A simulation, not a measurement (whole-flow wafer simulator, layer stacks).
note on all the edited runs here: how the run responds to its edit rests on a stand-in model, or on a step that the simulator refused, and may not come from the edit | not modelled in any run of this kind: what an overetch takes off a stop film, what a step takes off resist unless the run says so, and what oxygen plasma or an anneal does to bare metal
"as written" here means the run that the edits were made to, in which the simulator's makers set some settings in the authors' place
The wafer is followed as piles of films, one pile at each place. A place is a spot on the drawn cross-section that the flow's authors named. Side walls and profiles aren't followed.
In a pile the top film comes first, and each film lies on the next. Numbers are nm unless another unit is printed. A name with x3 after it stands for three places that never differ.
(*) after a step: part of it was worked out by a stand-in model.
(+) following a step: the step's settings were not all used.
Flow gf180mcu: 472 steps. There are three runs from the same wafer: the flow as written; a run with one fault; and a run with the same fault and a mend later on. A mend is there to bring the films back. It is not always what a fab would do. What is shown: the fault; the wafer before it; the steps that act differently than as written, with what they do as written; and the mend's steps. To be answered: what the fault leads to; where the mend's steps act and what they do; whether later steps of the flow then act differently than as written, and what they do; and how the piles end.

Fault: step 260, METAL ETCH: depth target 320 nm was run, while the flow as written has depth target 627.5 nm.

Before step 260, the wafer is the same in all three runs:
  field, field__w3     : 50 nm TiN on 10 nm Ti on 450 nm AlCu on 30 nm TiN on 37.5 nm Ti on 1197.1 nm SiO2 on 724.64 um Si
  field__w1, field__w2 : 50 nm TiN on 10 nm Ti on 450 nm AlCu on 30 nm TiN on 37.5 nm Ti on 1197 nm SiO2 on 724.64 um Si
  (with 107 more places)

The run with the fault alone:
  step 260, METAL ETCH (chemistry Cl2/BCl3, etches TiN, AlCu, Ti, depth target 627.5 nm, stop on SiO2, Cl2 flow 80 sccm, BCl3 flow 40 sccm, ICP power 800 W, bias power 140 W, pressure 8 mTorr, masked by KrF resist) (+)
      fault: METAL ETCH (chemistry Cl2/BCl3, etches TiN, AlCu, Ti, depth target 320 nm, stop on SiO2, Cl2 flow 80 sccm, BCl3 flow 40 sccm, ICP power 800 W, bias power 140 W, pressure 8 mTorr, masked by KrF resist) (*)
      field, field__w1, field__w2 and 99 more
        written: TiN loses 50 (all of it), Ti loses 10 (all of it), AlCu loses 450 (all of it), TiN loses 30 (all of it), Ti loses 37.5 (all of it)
        fault: TiN loses 50 (all of it), Ti loses 10 (all of it), AlCu loses 260
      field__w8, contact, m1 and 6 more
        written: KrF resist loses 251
        fault: KrF resist loses 128
  Steps further on in the flow that do not act as written:
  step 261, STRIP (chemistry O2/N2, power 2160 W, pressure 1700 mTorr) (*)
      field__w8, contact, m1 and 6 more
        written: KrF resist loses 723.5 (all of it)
        fault: KrF resist loses 846.5 (all of it)
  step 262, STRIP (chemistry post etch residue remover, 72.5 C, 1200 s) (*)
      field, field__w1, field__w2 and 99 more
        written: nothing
        fault: AlCu loses 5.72
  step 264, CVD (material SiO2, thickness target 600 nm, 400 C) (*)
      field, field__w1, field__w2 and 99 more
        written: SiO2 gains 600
        fault: SiO2 gains 600 (new film)
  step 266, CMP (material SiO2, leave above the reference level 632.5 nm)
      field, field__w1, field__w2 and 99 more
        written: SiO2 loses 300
        fault: SiO2 loses 551.8
  By the end, the piles at field, field__w1, field__w2 and 100 more depart from the flow's by more than 2% or 0.5 nm, whichever is larger.
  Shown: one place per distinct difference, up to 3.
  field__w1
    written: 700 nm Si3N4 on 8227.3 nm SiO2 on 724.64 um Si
    fault: 700 nm Si3N4 on 6778.5 nm SiO2 on 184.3 nm AlCu on 30 nm TiN on 37.5 nm Ti on 1197 nm SiO2 on 724.64 um Si
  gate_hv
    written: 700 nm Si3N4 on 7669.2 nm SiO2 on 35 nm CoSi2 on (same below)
    fault: 700 nm Si3N4 on 6778.5 nm SiO2 on 184.3 nm AlCu on 30 nm TiN on 37.5 nm Ti on 638.9 nm SiO2 on 35 nm CoSi2 on (same below)
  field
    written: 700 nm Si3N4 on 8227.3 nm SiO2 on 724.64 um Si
    fault: 700 nm Si3N4 on 6778.5 nm SiO2 on 184.3 nm AlCu on 30 nm TiN on 37.5 nm Ti on 1197.1 nm SiO2 on 724.64 um Si

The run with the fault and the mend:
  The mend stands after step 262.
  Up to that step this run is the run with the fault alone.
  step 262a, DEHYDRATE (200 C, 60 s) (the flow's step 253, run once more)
      does not change any film at any place that is followed
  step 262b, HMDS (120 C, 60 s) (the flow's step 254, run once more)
      does not change any film at any place that is followed
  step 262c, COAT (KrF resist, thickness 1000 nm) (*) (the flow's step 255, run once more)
      iso_ptap_pw, iso_ntap_nw, iso_nw_fld and 33 more
        KrF resist gains 1000 (new film)
      field__w6, field_sub__w2, field_sub__w4 and 11 more
        KrF resist gains 1002 (new film)
      field__w5, field__w9, field__w10 and 9 more
        KrF resist gains 1002.1 (new film)
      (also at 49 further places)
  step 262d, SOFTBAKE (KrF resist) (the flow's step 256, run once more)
      does not change any film at any place that is followed
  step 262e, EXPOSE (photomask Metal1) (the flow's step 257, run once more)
      does not change any film at any place that is followed
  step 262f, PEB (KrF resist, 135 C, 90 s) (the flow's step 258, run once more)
      field__w1, field__w2, field__w3 and 57 more
        KrF resist loses 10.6
      iso_ptap_pw, iso_ntap_nw, iso_nw_fld and 33 more
        KrF resist loses 10.5
      sd_p, gate_p, nw_sep_fld
        KrF resist loses 10.7
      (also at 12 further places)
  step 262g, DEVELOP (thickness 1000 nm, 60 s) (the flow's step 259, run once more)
      iso_ptap_pw, iso_ntap_nw, iso_nw_fld and 33 more
        KrF resist loses 989.5 (all of it)
      field__w5, field__w9, field_sub and 15 more
        KrF resist loses 991.6 (all of it)
      field__w6, field__w10, field_sub__w2 and 14 more
        KrF resist loses 991.5 (all of it)
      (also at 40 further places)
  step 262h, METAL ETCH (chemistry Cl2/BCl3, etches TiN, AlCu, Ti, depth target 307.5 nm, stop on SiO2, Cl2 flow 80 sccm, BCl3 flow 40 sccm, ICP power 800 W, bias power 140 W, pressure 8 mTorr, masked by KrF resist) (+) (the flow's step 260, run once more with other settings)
      field, field__w1, field__w2 and 99 more
        AlCu loses 184.3 (all of it), TiN loses 30 (all of it), Ti loses 37.5 (all of it)
      field__w8, contact, m1 and 6 more
        KrF resist loses 123
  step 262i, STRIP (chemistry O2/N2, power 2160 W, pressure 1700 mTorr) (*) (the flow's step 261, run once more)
      field__w8, m1
        KrF resist loses 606 (all of it)
      contact
        KrF resist loses 604.2 (all of it)
      m1__w1
        KrF resist loses 614.2 (all of it)
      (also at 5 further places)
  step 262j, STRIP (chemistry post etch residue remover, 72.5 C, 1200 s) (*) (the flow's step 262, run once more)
      field__w8, contact, m1 and 6 more
        TiN loses 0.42
  None of the later steps of the flow differs from how it acts as written, at any place that is followed, by more than 2% or 0.5 nm, whichever is larger.
  At the end the piles are close to the flow's at the places that both follow, differing by at most 2% or 0.5 nm, whichever is larger.
